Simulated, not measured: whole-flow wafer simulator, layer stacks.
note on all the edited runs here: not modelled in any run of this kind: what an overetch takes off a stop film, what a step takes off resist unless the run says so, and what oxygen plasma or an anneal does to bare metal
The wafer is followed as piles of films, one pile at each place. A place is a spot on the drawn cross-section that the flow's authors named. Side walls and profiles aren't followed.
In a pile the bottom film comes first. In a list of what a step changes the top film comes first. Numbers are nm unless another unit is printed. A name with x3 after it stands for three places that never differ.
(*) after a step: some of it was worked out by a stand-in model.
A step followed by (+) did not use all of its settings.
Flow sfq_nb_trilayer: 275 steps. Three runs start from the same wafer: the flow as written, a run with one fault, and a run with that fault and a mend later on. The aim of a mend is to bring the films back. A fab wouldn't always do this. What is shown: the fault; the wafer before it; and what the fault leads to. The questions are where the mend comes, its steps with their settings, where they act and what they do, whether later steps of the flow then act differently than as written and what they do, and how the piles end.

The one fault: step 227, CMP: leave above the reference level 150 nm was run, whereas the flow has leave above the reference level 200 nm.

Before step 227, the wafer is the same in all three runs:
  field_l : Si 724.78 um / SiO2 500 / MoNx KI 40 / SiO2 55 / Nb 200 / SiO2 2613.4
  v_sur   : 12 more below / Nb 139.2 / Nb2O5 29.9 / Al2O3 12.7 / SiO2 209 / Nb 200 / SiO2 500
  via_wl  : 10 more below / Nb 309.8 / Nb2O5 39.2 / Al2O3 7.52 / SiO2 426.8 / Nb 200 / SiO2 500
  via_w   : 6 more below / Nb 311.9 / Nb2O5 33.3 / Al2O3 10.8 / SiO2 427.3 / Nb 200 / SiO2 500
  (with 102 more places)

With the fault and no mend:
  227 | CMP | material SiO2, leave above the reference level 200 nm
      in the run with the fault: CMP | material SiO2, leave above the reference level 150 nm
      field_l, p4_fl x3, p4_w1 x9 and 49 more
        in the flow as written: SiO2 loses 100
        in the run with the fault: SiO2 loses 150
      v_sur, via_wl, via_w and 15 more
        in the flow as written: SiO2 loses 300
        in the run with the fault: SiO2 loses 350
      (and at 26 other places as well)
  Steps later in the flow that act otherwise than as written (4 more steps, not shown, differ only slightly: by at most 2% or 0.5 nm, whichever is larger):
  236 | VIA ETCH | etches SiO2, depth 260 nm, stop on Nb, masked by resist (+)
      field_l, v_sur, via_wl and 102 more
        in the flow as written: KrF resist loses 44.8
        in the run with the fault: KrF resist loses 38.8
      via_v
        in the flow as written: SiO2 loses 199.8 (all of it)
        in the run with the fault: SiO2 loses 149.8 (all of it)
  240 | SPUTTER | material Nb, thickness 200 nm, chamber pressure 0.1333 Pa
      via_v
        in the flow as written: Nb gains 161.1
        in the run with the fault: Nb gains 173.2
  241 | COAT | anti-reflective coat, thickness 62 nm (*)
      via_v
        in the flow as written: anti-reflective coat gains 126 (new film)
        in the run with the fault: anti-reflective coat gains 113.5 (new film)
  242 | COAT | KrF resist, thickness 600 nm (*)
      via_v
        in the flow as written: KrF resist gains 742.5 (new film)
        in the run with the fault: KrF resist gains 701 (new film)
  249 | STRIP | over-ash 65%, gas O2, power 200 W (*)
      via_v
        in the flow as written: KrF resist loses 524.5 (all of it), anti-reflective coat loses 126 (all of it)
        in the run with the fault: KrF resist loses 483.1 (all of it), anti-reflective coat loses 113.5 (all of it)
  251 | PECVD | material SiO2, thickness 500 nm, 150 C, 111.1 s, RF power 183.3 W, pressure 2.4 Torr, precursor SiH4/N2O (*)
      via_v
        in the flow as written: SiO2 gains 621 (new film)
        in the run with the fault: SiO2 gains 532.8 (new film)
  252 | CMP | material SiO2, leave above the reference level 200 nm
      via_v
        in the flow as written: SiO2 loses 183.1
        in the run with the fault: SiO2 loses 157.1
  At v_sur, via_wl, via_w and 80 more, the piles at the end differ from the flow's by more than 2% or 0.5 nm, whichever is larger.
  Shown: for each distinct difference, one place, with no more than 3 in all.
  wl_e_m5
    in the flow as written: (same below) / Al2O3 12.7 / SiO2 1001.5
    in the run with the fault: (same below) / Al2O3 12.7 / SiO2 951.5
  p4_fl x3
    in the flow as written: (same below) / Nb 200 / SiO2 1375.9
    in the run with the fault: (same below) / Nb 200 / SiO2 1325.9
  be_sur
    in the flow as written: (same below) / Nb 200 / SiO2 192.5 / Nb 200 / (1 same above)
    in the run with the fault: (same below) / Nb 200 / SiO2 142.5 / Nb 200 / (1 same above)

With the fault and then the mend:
  After step 234 comes the mend.
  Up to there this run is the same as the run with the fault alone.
  234a | STRIP | over-ash 65%, gas O2, power 200 W (*)
      field_l, v_sur, via_wl and 102 more
        KrF resist loses 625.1 (all of it), anti-reflective coat loses 62 (all of it)
      via_v
        anti-reflective coat loses 62 (all of it)
  234b | PECVD | material SiO2, thickness 50 nm, 150 C, 11.11 s, RF power 183.3 W, pressure 2.4 Torr, precursor SiH4/N2O (a further turn of the flow's step 226, with different settings)
      field_l, v_sur, via_wl and 103 more
        SiO2 gains 50
  234c | COAT | anti-reflective coat, thickness 62 nm (a further turn of the flow's step 229)
      field_l, v_sur, via_wl and 103 more
        anti-reflective coat gains 62 (new film)
  234d | COAT | KrF resist, thickness 650 nm (a further turn of the flow's step 230)
      field_l, v_sur, via_wl and 103 more
        KrF resist gains 650 (new film)
  234e | SOFTBAKE | KrF resist (a further turn of the flow's step 231)
      alters no film at any place that is followed
  234f | EXPOSE | photomask I6, dose 11.91 mJ/cm2, NA 0.6, wavelength 248 nm (*) (a further turn of the flow's step 232)
      alters no film at any place that is followed
  234g | PEB | KrF resist, 90 s (a further turn of the flow's step 233)
      field_l, v_sur, via_wl and 103 more
        KrF resist loses 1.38
  234h | DEVELOP | KrF resist, thickness 650 nm, 60 s (a further turn of the flow's step 234)
      field_l, v_sur, via_wl and 102 more
        KrF resist loses 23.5
      via_v
        KrF resist loses 648.6 (all of it)
  None of the later steps of the flow differs from how it acts as written, at any place that is followed, by more than 2% or 0.5 nm, whichever is larger.
  The piles end the same as the flow's at every place that both follow.
